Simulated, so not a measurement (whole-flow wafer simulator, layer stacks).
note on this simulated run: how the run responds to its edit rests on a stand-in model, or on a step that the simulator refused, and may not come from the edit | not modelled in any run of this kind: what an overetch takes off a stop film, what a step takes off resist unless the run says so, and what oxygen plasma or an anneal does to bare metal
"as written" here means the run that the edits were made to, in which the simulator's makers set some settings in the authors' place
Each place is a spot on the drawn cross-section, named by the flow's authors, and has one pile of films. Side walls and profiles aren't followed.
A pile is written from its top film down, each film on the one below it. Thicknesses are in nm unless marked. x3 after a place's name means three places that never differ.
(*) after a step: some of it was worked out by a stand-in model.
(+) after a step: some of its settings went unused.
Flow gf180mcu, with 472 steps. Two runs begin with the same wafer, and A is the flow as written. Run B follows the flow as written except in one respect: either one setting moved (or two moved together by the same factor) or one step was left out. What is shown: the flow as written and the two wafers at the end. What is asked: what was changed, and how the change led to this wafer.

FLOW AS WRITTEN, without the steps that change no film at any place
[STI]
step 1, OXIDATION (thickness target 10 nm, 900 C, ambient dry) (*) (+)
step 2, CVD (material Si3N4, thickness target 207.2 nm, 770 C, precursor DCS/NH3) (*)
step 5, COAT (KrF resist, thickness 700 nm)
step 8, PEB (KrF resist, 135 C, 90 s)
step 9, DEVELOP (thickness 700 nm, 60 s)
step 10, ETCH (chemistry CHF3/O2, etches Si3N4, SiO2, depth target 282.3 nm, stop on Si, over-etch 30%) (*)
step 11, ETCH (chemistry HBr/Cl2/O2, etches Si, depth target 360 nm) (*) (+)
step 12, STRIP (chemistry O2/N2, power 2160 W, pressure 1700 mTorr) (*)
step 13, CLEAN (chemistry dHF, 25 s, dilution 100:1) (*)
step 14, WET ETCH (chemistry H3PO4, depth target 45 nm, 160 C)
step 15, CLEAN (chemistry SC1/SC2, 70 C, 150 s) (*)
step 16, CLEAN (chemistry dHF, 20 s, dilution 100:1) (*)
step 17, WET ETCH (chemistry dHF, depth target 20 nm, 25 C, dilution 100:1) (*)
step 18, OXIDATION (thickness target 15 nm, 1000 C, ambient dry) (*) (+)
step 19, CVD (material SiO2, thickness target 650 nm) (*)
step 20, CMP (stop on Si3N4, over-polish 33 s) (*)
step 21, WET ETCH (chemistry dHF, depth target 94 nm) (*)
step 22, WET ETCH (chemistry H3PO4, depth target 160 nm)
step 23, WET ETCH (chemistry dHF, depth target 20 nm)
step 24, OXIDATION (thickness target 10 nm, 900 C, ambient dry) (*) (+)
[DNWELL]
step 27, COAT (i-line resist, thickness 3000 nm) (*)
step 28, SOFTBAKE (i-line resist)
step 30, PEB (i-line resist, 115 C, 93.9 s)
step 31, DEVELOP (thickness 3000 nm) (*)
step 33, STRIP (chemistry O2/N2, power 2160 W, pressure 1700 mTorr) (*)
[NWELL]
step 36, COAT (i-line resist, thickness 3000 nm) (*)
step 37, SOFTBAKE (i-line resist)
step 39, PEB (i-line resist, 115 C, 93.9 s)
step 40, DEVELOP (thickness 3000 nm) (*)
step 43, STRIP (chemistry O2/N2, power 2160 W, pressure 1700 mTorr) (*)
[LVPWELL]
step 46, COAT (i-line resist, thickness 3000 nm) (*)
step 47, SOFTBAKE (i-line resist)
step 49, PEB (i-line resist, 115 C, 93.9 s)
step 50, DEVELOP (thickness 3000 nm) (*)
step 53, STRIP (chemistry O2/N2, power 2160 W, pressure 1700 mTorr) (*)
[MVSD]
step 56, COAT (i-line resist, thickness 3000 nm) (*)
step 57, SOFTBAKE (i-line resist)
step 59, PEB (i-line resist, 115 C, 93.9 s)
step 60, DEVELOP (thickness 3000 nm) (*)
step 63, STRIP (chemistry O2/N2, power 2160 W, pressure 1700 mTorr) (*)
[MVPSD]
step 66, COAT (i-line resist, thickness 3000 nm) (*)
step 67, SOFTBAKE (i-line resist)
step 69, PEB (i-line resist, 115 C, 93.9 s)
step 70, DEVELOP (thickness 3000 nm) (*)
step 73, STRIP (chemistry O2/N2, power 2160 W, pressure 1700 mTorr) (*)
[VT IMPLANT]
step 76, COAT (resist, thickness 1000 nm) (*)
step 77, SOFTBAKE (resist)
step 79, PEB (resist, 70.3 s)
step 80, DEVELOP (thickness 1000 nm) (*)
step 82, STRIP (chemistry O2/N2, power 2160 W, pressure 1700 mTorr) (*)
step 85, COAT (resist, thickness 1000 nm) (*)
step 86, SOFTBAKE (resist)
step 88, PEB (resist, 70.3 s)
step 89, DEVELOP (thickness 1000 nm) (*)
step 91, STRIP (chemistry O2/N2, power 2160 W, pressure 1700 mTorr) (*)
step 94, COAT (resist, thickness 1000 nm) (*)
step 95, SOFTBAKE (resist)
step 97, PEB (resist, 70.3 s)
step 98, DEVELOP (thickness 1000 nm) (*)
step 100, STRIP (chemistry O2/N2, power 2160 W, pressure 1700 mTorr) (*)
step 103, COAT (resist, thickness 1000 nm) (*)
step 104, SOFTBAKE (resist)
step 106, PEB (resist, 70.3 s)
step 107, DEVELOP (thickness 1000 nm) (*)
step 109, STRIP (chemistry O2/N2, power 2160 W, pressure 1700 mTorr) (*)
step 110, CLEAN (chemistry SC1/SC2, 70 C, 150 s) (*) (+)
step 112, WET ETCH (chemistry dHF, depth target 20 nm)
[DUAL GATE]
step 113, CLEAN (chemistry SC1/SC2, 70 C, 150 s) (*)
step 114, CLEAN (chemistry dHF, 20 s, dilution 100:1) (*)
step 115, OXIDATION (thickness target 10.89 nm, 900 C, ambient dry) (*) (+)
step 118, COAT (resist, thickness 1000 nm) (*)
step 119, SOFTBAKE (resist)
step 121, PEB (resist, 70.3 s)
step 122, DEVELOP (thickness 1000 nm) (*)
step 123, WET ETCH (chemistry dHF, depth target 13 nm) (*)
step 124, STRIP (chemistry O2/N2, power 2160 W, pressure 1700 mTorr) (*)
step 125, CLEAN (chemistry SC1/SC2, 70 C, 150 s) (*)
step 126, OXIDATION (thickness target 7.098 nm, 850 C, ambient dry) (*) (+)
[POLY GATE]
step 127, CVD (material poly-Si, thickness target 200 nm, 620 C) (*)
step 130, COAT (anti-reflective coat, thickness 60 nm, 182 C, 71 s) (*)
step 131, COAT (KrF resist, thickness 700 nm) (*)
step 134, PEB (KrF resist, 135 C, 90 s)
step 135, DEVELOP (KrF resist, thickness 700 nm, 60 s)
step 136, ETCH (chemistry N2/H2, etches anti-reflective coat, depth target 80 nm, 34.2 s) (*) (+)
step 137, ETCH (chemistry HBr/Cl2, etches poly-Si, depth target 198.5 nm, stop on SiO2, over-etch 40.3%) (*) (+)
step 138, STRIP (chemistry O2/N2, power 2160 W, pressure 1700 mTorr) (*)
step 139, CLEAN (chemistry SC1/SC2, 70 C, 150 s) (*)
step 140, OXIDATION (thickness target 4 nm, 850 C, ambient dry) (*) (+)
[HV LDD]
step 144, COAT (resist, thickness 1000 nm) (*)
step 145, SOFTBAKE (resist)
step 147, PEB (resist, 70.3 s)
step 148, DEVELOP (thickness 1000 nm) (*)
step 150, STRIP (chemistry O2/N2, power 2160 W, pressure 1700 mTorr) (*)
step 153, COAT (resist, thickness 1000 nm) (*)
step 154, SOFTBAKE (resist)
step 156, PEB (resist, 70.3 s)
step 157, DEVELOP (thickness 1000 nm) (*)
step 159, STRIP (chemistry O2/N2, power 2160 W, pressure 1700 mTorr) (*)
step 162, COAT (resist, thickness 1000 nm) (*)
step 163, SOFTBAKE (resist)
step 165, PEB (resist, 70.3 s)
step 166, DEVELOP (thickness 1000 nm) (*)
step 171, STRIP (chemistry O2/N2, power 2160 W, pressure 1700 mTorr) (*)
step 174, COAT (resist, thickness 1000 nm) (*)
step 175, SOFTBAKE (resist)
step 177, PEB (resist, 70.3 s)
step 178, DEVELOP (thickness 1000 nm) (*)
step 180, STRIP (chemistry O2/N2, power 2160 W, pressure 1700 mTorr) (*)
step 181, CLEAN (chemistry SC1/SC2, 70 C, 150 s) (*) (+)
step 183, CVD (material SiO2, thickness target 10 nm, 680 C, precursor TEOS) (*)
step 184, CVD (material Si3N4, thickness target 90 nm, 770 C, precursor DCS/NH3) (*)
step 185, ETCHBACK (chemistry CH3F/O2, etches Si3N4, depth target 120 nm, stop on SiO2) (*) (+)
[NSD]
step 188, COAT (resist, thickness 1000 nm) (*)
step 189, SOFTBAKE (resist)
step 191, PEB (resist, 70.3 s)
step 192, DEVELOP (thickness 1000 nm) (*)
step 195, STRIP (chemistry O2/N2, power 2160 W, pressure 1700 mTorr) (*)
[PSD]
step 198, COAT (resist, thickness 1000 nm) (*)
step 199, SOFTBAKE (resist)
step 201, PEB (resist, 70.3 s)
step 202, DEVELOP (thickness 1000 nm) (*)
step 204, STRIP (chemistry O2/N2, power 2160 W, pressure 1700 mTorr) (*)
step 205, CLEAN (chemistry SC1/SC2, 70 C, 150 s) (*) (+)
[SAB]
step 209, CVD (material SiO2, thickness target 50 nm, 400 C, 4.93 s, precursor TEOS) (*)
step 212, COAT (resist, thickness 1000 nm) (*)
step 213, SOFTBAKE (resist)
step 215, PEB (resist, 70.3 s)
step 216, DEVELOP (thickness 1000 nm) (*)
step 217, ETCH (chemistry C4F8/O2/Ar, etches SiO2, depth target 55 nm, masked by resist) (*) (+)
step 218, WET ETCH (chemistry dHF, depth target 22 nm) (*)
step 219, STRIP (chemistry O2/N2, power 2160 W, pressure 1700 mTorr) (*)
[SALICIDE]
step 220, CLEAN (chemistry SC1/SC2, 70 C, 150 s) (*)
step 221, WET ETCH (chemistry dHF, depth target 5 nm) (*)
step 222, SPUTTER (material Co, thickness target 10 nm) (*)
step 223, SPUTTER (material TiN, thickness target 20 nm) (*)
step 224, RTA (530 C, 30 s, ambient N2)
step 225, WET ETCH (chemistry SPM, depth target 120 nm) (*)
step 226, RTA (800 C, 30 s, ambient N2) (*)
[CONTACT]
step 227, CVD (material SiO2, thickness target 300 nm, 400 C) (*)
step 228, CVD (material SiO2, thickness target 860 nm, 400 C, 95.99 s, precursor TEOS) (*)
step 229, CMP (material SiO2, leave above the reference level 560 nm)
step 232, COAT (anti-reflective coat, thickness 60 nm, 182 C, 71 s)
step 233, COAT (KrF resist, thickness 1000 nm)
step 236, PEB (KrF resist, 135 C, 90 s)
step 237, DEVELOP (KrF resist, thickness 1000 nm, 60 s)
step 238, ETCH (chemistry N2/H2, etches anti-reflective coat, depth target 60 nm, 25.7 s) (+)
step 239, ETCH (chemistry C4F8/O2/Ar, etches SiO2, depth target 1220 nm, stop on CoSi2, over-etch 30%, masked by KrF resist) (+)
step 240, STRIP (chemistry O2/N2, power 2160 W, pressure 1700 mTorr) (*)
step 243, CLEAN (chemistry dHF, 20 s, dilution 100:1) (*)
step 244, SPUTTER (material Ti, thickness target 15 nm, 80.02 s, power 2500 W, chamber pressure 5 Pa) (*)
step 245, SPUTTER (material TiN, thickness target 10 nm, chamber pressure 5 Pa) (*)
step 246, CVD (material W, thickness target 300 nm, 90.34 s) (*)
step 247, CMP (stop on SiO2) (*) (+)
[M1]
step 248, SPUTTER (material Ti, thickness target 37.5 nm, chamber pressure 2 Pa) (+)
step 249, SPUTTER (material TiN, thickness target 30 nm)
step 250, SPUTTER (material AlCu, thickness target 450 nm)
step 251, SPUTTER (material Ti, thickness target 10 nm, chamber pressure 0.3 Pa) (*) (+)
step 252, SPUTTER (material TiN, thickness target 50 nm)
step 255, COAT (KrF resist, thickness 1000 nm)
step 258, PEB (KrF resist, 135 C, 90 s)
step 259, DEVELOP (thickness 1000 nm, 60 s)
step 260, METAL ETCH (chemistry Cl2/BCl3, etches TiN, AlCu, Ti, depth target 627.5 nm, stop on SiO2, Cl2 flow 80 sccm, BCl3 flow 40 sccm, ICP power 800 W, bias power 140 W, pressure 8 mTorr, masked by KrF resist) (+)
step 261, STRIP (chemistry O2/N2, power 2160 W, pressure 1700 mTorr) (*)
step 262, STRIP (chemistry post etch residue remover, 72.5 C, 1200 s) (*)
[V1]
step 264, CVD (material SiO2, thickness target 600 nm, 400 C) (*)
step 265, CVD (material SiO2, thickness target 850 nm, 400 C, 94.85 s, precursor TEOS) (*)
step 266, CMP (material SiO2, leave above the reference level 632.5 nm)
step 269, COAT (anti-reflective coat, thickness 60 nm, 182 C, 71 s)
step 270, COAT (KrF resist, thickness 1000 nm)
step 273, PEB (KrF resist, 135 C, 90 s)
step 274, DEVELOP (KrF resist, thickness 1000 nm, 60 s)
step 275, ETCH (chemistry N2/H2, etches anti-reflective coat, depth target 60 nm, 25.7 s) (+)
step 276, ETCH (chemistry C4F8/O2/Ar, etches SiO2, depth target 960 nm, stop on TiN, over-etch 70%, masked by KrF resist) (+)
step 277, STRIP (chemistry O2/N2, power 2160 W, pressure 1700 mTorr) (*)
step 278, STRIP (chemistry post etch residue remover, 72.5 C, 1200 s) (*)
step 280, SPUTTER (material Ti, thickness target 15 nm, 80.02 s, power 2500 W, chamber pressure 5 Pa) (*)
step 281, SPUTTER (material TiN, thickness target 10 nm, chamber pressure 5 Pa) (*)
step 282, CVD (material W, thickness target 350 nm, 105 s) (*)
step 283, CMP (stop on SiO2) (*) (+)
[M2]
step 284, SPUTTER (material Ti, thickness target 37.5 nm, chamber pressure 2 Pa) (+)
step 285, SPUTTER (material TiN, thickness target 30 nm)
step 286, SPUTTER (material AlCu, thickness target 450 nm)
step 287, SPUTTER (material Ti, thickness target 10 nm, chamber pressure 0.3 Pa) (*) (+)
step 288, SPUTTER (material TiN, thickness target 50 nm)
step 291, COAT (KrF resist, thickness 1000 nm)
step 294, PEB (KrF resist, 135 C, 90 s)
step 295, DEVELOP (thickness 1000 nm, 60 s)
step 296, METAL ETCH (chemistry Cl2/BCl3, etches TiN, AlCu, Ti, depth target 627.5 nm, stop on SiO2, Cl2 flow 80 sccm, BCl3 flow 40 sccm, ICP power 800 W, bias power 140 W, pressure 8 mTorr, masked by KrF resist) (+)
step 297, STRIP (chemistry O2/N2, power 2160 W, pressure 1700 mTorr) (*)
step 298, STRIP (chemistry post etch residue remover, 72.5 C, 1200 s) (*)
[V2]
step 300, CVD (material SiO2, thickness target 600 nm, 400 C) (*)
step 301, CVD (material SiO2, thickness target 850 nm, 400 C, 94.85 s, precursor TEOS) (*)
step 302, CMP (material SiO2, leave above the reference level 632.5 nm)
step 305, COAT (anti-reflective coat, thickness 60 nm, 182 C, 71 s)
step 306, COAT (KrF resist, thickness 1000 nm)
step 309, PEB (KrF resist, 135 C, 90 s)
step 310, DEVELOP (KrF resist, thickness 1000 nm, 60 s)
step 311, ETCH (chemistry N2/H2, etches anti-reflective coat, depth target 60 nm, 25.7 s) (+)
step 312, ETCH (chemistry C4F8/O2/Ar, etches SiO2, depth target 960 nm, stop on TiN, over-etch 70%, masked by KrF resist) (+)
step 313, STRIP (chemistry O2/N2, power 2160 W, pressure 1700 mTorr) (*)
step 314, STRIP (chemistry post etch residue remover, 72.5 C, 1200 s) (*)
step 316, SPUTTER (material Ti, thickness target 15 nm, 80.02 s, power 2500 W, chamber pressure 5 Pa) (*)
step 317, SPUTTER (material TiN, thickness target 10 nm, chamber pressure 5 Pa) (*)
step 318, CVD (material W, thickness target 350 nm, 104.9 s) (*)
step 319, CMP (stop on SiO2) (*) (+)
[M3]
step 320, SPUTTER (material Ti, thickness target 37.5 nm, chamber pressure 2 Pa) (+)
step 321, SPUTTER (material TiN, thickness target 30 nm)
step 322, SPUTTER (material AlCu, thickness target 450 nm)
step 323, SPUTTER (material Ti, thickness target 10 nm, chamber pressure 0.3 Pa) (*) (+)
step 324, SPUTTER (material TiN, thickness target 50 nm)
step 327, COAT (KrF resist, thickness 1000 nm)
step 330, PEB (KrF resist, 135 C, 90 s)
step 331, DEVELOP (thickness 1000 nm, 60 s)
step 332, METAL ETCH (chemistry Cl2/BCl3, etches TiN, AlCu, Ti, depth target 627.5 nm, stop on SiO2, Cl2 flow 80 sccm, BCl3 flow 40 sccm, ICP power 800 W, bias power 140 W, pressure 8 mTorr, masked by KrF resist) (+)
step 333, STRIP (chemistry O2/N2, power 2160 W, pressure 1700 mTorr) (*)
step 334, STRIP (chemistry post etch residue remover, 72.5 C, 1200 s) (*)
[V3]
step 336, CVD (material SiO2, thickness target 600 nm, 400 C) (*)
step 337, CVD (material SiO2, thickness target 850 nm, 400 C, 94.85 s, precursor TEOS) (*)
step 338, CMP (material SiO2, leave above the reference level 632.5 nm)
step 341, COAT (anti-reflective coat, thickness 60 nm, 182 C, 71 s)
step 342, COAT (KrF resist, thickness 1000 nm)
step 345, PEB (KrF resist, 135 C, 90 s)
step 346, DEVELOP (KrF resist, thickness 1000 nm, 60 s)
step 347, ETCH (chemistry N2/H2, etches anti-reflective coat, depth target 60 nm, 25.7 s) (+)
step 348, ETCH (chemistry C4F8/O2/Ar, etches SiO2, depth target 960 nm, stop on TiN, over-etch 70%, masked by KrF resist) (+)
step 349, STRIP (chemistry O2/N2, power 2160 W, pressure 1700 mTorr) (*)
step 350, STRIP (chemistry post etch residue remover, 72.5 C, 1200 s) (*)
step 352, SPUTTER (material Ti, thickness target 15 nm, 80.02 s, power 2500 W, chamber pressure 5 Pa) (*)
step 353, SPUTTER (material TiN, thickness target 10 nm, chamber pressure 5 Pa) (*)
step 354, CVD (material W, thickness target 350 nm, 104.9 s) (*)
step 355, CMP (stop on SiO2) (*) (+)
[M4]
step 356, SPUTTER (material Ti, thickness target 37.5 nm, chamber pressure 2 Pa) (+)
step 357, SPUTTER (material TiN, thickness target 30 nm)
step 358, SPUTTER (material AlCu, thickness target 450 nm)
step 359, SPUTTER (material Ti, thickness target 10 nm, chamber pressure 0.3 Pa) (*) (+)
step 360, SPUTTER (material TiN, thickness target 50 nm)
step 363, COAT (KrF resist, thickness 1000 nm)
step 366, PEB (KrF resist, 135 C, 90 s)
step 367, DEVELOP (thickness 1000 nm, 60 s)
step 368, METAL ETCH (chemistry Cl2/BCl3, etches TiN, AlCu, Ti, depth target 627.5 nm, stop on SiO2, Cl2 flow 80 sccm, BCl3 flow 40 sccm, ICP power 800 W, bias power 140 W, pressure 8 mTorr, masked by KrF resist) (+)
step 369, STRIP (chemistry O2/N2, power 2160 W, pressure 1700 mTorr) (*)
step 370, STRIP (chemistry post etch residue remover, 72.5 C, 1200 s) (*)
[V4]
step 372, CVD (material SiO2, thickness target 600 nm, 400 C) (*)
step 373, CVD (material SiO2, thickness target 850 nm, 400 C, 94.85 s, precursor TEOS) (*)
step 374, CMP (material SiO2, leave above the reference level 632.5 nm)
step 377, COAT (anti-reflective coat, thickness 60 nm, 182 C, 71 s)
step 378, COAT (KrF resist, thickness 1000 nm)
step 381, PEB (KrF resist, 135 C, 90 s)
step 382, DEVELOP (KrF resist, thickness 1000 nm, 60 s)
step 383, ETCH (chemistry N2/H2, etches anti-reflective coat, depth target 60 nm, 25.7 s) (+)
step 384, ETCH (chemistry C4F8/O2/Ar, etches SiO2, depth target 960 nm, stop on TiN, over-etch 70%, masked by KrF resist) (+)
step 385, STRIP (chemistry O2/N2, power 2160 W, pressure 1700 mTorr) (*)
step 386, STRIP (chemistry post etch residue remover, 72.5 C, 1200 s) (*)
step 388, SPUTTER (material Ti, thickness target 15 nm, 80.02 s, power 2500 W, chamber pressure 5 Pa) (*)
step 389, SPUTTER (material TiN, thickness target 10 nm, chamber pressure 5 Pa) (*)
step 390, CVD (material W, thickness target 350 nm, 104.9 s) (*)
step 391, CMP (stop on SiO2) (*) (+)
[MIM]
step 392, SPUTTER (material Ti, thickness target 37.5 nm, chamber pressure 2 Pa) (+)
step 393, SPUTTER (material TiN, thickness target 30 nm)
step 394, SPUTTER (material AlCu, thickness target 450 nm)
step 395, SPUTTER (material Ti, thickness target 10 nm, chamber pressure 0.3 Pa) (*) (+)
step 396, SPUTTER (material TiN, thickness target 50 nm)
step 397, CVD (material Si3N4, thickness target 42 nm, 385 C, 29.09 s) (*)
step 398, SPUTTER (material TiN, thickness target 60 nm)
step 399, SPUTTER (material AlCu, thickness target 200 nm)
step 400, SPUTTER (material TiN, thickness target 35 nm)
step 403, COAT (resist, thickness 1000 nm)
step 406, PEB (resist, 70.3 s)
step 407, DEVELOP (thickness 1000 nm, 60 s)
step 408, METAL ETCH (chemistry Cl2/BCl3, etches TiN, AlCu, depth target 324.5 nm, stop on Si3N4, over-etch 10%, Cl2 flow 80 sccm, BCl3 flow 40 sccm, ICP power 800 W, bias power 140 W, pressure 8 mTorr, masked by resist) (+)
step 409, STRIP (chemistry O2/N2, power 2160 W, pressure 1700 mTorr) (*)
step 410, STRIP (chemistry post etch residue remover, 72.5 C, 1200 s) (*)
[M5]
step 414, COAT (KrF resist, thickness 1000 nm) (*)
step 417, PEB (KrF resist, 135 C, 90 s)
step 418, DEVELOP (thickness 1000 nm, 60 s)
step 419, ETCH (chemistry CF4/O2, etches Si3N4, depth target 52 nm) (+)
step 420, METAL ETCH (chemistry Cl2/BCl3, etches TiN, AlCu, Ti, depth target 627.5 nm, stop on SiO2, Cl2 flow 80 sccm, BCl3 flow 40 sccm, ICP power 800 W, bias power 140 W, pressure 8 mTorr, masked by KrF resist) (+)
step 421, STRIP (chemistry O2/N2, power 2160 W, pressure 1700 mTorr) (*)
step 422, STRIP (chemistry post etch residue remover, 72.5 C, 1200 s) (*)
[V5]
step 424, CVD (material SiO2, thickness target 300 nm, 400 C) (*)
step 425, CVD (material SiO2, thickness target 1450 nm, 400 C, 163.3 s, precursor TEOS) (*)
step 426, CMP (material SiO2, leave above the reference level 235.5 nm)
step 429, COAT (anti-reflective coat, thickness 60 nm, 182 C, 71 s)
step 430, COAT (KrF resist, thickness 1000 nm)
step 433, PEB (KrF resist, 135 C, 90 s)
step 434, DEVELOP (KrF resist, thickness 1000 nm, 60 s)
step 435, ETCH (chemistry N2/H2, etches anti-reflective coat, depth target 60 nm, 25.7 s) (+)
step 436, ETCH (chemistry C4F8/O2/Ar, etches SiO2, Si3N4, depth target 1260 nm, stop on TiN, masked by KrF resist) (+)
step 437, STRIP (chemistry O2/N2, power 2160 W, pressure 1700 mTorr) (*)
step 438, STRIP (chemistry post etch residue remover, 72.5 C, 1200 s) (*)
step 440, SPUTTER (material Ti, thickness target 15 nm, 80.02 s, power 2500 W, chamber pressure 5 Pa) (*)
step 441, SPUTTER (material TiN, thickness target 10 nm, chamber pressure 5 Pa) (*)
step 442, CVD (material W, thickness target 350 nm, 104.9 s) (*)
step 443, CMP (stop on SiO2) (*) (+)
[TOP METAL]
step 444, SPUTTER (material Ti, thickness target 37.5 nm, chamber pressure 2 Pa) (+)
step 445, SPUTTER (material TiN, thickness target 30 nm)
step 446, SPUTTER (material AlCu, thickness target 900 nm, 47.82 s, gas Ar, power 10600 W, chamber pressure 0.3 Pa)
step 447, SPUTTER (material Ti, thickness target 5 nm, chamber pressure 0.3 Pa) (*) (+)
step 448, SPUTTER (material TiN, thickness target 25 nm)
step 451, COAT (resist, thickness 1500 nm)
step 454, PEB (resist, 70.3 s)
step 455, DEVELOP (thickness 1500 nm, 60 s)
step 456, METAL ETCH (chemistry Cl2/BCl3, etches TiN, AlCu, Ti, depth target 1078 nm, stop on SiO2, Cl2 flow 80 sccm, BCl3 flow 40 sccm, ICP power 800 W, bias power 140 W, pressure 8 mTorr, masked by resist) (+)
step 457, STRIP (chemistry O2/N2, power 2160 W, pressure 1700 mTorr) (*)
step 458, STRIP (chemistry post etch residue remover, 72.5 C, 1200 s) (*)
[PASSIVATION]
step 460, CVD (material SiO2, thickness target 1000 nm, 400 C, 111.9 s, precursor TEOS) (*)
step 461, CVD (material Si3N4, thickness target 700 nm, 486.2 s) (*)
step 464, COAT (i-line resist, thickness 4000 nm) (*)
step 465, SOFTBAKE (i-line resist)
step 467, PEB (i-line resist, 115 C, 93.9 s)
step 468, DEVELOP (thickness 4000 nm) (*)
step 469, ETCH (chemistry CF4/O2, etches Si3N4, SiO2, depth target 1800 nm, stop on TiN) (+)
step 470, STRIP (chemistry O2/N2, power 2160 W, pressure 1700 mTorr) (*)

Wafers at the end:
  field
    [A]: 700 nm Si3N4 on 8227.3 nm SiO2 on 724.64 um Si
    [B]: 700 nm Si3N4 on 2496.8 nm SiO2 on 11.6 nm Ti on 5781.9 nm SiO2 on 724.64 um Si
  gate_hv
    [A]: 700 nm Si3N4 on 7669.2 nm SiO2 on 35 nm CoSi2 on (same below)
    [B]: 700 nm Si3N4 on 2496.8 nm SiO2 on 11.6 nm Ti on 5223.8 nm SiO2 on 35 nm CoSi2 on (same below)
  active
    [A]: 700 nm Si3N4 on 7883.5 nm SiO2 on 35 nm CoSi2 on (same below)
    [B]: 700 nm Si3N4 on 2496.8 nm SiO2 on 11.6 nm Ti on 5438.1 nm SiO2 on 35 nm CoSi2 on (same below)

The reason: step 394, SPUTTER: thickness target 513 nm was run, whereas the flow has thickness target 450 nm.

How this came from the change, step by step:
  step 394, SPUTTER (material AlCu, thickness target 450 nm)
      field, field__w1, field__w2 and 108 more: A AlCu gains 450 (new film) | B AlCu gains 513 (new film)
  step 420, METAL ETCH (chemistry Cl2/BCl3, etches TiN, AlCu, Ti, depth target 627.5 nm, stop on SiO2, Cl2 flow 80 sccm, BCl3 flow 40 sccm, ICP power 800 W, bias power 140 W, pressure 8 mTorr, masked by KrF resist) (+)
      field, field__w1, field__w2 and 101 more: A TiN loses 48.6 (all of it), Ti loses 10 (all of it), AlCu loses 450 (all of it), TiN loses 30 (all of it), Ti loses 37.5 (all of it) | B TiN loses 48.6 (all of it), Ti loses 10 (all of it), AlCu loses 513 (all of it), TiN loses 30 (all of it), Ti loses 25.9
  step 424, CVD (material SiO2, thickness target 300 nm, 400 C) (*)
      field, field__w1, field__w2 and 101 more: A SiO2 gains 300 | B SiO2 gains 300 (new film)
  step 426, CMP (material SiO2, leave above the reference level 235.5 nm)
      field, field__w1, field__w5 and 92 more: A SiO2 loses 300.8 | B SiO2 loses 249.4
      field__w2, field__w3, field__w12 and 6 more: A SiO2 loses 272.7 | B SiO2 loses 218.9
If metal films that touch count as one body, field has 1 body; the flow as written gives 0 bodies.
If metal films that touch count as one body, gate_hv has 2 bodies (between them, from the top down: SiO2 5223.8); the flow as written gives 1 body.
If metal films that touch count as one body, active has 2 bodies (between them, from the top down: SiO2 5438.1); the flow as written gives 1 body.
